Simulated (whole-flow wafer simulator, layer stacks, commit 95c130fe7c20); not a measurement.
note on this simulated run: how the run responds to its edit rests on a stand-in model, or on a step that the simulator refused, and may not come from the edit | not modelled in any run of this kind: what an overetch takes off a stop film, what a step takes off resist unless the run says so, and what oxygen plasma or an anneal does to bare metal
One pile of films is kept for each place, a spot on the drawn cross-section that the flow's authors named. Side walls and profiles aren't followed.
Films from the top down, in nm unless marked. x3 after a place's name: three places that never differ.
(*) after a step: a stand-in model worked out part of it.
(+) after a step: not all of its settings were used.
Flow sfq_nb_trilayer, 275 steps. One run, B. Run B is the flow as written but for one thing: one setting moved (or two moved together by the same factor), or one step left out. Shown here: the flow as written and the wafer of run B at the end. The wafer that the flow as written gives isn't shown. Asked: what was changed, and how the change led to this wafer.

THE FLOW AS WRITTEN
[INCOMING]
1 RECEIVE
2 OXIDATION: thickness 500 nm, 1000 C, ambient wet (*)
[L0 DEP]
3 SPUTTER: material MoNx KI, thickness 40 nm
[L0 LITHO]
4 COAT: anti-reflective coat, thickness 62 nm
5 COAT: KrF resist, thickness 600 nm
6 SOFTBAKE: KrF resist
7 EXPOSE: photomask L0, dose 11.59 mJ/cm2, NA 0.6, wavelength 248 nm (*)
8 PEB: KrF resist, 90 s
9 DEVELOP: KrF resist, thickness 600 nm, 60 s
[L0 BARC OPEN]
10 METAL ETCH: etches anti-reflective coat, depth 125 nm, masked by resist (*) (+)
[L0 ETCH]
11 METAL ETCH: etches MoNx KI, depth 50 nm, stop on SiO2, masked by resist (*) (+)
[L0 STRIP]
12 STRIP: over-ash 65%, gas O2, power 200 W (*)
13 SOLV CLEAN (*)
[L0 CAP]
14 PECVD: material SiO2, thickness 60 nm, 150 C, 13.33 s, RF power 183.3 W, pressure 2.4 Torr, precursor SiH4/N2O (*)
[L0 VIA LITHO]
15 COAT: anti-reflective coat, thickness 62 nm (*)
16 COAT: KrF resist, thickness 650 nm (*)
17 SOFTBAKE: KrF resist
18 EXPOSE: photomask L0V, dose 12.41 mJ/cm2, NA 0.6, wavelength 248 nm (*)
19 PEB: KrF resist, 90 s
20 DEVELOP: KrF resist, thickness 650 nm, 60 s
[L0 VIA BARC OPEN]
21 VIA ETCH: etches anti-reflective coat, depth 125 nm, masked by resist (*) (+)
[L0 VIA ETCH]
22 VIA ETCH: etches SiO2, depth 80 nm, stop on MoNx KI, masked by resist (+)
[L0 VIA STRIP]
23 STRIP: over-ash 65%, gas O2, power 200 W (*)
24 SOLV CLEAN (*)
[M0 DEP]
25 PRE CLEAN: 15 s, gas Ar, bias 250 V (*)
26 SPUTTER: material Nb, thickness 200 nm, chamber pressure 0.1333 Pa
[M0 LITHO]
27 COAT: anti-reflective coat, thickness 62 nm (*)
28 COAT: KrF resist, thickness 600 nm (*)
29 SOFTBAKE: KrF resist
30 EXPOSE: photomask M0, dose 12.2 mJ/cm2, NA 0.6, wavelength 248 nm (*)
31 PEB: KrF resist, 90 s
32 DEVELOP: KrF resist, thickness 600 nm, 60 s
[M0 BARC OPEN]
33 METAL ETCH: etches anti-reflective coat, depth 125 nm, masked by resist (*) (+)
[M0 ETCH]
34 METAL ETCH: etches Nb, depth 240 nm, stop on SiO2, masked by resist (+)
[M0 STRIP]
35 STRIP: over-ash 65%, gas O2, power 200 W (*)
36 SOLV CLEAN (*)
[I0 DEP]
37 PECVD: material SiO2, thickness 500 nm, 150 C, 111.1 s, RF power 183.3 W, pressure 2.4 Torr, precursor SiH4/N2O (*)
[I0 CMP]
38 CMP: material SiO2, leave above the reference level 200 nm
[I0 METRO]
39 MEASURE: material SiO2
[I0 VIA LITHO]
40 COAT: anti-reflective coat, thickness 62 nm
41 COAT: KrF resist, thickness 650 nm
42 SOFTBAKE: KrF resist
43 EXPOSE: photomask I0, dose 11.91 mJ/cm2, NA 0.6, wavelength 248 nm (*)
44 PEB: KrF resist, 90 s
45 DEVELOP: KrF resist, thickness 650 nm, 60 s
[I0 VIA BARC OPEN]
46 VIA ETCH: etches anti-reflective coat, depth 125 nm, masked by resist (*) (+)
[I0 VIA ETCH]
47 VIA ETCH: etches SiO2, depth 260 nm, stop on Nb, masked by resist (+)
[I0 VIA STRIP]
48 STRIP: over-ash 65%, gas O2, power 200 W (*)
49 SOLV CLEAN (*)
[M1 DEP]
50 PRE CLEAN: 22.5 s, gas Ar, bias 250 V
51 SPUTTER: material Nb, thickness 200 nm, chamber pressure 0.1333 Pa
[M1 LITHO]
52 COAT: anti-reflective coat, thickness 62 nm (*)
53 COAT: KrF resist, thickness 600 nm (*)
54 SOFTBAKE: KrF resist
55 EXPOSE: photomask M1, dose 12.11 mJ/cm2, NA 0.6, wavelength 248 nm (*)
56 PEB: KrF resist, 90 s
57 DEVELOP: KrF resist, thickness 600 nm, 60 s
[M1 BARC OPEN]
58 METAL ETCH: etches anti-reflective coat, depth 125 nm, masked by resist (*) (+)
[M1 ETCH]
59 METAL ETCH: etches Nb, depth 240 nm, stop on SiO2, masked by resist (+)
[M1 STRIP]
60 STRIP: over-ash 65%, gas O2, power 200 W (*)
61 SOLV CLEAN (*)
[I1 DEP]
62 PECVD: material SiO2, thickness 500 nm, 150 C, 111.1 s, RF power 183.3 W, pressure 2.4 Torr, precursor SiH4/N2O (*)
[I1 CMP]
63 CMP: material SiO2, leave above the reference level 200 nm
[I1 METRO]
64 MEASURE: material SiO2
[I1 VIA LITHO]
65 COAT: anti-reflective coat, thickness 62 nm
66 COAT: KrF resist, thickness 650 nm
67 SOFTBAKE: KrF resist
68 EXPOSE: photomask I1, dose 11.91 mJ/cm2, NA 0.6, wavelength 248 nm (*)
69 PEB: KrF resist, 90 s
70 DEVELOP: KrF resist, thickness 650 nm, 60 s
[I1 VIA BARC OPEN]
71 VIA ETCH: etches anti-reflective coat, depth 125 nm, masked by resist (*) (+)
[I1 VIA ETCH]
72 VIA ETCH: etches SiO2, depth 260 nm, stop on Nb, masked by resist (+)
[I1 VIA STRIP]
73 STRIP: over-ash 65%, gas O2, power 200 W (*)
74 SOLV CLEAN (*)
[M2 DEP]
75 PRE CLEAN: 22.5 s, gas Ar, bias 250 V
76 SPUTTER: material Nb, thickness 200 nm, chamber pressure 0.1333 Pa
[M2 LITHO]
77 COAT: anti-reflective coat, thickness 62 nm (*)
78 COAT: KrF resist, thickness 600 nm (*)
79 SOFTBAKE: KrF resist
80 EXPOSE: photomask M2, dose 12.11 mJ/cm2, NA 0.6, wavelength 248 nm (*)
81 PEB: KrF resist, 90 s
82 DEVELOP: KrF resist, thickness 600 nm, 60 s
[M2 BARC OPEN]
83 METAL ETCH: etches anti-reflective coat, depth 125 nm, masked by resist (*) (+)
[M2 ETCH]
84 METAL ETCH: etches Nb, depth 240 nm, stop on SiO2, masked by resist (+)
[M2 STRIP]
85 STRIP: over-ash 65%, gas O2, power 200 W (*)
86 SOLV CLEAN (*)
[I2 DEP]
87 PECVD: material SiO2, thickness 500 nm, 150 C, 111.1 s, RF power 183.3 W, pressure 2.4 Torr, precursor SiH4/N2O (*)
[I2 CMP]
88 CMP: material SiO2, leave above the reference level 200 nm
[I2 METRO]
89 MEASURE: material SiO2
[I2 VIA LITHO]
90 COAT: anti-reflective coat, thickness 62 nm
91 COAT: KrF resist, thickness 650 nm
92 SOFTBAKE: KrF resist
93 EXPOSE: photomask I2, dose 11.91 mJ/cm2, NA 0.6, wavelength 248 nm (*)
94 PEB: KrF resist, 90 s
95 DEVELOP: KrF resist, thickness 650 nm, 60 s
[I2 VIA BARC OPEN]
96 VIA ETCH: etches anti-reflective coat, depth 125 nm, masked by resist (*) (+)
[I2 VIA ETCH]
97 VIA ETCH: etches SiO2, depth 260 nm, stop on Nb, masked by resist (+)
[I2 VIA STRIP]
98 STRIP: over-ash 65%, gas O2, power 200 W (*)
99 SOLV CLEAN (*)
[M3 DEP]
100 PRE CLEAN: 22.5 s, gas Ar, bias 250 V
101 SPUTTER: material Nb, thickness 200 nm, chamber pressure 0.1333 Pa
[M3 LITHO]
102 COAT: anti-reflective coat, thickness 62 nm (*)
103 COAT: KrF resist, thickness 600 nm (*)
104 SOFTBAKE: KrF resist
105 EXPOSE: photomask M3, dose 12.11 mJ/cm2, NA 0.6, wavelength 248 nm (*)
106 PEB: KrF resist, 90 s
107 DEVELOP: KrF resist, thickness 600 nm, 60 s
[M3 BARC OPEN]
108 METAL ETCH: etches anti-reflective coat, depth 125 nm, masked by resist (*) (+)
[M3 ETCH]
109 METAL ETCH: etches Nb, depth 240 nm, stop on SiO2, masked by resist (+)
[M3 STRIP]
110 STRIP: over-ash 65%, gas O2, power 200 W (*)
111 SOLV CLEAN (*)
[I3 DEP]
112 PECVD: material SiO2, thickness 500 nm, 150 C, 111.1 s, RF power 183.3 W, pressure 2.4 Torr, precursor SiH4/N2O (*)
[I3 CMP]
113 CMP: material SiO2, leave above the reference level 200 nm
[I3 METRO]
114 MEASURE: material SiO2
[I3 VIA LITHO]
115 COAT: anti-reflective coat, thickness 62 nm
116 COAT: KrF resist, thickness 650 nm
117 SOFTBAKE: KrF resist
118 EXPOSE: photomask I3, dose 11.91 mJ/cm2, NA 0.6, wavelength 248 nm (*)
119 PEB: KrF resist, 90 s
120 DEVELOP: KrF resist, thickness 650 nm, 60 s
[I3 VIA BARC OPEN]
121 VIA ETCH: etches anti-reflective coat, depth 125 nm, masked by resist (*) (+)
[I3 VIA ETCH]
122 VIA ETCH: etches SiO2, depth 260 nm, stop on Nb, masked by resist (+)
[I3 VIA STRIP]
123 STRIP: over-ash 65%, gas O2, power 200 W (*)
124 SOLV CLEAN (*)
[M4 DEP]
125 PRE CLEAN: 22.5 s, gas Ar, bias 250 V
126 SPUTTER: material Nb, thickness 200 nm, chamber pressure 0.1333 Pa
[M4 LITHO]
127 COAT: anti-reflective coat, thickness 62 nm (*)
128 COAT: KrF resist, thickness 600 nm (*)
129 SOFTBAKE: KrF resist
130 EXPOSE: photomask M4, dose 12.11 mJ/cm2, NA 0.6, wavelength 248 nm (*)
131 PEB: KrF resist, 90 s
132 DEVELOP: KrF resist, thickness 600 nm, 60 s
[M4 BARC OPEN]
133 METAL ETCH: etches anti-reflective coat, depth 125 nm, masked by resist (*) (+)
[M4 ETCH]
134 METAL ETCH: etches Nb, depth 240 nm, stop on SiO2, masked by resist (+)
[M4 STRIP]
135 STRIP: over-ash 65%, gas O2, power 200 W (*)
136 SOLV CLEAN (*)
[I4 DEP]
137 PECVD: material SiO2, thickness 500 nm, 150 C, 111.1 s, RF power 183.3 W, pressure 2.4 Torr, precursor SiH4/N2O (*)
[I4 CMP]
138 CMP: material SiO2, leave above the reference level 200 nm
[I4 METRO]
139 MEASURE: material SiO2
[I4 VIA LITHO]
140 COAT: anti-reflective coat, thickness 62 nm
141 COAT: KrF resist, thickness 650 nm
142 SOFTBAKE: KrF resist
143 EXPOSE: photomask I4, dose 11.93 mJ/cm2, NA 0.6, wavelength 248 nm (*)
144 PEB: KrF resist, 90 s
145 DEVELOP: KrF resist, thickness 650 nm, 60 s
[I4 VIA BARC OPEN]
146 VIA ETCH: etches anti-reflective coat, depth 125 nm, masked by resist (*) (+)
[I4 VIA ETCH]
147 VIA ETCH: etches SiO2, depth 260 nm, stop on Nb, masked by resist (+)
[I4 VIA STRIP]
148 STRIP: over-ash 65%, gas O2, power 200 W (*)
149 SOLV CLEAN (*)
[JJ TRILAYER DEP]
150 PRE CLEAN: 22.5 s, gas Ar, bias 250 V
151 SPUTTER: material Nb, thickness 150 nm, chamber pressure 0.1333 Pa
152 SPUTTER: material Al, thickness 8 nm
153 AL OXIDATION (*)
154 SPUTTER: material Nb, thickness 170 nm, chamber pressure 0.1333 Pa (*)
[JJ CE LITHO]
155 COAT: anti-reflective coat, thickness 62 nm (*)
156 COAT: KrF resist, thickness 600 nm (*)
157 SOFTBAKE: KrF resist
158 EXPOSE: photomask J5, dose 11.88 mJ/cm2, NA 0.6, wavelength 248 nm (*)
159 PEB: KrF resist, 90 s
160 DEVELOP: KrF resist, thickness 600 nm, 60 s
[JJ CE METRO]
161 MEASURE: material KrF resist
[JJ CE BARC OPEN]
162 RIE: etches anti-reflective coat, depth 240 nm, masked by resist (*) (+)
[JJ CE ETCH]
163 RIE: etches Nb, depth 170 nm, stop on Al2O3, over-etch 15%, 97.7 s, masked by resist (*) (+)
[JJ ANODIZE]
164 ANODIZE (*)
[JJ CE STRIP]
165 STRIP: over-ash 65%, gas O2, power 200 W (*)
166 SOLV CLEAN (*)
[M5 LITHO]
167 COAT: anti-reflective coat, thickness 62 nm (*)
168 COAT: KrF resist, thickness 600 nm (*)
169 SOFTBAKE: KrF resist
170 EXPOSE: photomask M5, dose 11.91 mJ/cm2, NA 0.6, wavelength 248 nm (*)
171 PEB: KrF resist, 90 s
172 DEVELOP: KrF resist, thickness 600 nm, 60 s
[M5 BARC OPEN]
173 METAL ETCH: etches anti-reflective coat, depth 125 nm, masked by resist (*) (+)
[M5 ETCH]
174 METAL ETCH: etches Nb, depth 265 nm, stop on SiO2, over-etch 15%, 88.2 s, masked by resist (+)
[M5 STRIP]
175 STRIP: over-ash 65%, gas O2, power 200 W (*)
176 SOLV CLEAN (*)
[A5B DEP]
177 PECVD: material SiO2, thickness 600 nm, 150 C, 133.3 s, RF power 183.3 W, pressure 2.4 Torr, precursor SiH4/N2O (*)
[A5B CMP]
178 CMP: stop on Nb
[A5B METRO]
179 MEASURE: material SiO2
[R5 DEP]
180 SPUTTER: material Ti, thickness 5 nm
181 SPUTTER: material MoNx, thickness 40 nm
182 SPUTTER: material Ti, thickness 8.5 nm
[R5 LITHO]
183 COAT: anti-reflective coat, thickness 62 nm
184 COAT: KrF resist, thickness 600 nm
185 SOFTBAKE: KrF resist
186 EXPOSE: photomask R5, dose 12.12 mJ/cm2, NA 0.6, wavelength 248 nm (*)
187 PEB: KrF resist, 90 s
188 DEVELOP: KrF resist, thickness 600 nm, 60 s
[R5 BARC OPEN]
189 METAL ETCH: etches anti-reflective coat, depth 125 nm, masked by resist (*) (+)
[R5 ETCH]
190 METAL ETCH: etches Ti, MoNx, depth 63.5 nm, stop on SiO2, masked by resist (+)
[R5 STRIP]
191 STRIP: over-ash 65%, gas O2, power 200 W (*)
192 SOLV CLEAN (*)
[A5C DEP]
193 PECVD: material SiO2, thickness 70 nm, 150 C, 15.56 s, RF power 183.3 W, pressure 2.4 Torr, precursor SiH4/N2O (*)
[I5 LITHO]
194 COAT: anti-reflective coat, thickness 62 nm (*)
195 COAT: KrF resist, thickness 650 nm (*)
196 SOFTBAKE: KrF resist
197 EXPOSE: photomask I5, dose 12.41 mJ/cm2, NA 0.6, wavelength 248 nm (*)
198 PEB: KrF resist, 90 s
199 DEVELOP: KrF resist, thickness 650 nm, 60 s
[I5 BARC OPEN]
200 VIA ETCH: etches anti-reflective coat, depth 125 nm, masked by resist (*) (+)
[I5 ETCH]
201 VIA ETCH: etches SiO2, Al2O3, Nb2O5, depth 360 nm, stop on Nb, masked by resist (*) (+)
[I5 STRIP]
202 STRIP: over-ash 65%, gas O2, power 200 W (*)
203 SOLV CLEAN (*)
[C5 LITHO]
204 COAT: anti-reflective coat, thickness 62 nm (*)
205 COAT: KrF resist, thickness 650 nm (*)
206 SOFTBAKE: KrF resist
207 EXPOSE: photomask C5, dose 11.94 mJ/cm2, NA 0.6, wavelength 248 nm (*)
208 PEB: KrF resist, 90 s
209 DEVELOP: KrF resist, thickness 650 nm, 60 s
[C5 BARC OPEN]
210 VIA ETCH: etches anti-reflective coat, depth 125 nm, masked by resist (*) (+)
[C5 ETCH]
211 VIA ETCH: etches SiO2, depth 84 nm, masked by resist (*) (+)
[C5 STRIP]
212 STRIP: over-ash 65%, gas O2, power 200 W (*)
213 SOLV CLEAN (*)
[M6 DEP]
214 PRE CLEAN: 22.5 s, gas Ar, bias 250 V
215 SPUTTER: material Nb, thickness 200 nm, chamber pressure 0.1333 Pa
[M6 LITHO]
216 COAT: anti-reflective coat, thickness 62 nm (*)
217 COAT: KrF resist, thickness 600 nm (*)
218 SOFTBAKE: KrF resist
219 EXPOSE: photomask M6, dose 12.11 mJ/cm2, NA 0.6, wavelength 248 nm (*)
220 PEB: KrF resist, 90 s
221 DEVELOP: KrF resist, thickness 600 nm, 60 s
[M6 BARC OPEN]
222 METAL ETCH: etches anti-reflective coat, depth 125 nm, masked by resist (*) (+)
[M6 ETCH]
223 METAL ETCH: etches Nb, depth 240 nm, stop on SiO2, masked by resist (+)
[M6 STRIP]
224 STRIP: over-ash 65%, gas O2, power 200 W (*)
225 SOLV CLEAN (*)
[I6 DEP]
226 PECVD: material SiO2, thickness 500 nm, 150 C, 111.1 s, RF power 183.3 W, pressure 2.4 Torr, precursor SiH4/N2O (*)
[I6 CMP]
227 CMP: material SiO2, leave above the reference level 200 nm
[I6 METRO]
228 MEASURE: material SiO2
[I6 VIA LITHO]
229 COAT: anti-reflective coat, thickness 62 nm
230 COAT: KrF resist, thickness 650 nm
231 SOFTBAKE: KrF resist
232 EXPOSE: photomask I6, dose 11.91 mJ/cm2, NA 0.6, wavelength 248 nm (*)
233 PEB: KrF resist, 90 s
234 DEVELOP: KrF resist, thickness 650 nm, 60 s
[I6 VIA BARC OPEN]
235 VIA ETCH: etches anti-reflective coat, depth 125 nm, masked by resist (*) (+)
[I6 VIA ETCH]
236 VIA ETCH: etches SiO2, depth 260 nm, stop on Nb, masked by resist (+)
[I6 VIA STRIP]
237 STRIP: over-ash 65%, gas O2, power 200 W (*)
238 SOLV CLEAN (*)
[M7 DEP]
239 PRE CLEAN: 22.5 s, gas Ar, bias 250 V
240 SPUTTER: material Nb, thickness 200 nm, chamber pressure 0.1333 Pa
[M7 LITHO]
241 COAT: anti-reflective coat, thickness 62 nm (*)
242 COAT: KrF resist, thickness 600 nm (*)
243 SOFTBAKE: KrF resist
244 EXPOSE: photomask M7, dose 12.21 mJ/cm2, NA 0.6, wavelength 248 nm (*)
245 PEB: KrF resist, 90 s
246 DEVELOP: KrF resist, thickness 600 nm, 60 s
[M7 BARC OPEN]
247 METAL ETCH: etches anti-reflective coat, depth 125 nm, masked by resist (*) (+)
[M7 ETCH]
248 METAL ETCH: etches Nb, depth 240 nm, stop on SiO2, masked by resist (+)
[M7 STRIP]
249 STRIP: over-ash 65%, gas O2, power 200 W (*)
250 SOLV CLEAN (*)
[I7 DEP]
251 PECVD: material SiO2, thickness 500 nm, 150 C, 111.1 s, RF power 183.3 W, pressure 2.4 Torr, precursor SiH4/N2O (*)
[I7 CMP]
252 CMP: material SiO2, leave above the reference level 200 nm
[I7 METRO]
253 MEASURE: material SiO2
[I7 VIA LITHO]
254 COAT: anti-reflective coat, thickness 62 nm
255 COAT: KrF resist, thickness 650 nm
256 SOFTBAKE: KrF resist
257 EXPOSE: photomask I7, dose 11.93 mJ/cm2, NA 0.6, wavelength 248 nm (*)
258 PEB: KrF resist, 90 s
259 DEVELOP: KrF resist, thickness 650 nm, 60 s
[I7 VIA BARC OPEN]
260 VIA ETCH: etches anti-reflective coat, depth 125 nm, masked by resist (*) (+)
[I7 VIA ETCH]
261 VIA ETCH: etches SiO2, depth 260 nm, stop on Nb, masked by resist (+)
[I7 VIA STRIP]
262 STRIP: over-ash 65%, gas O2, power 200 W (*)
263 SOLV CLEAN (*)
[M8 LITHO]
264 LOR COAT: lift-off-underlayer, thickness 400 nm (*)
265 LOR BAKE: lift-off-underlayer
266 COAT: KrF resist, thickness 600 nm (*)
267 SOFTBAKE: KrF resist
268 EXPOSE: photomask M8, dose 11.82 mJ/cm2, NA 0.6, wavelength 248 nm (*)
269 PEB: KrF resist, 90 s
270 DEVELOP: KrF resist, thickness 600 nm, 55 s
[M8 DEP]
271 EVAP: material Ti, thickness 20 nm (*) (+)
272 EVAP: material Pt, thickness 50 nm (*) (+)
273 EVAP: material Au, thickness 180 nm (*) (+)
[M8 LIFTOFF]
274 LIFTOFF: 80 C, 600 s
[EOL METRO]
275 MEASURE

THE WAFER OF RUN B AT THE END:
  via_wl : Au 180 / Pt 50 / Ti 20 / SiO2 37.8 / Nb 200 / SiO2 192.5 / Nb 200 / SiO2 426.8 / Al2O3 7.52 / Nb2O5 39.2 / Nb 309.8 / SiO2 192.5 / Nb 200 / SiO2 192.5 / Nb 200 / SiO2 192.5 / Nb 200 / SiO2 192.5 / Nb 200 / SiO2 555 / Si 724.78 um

The cause: step 261, VIA ETCH: depth 162 nm was run, where the flow has depth 260 nm.

How the change led to this, step by step:
  261 VIA ETCH: etches SiO2, depth 260 nm, stop on Nb, masked by resist (+)
      via_wl, via_w, via_wr: SiO2 -162 (as written it would be: SiO2 -199.8 (all of it))
      field_l, v_sur, via_sp and 100 more: KrF resist -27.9 (as written it would be: KrF resist -44.8)
  262 STRIP: over-ash 65%, gas O2, power 200 W (*)
      field_l, v_sur, via_sp and 100 more: KrF resist -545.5 (all of it), anti-reflective coat -62 (all of it) (as written it would be: KrF resist -528.6 (all of it), anti-reflective coat -62 (all of it))
  264 LOR COAT: lift-off-underlayer, thickness 400 nm (*)
      via_wl, via_wr: lift-off-underlayer +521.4 (new film) (as written it would be: lift-off-underlayer +549.8 (new film))
      via_w: lift-off-underlayer +510.6 (new film) (as written it would be: lift-off-underlayer +536.4 (new film))
  270 DEVELOP: KrF resist, thickness 600 nm, 55 s
      via_wl: KrF resist -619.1 (all of it), lift-off-underlayer -521.4 (all of it) (as written it would be: KrF resist -623.9 (all of it), lift-off-underlayer -549.8 (all of it))
      via_w: KrF resist -628.5 (all of it), lift-off-underlayer -510.6 (all of it) (as written it would be: KrF resist -635.4 (all of it), lift-off-underlayer -536.4 (all of it))
      (and at 1 more place)
Counting metal films that touch as one body, via_wl has 8 bodies (between them, from the top down: SiO2 37.8; SiO2 192.5; SiO2 426.8 / Al2O3 7.52 / Nb2O5 39.2; SiO2 192.5; SiO2 192.5; SiO2 192.5; SiO2 192.5); the flow as written gives 7 bodies (between them, from the top down: SiO2 192.5; SiO2 426.8 / Al2O3 7.52 / Nb2O5 39.2; SiO2 192.5; SiO2 192.5; SiO2 192.5; SiO2 192.5).
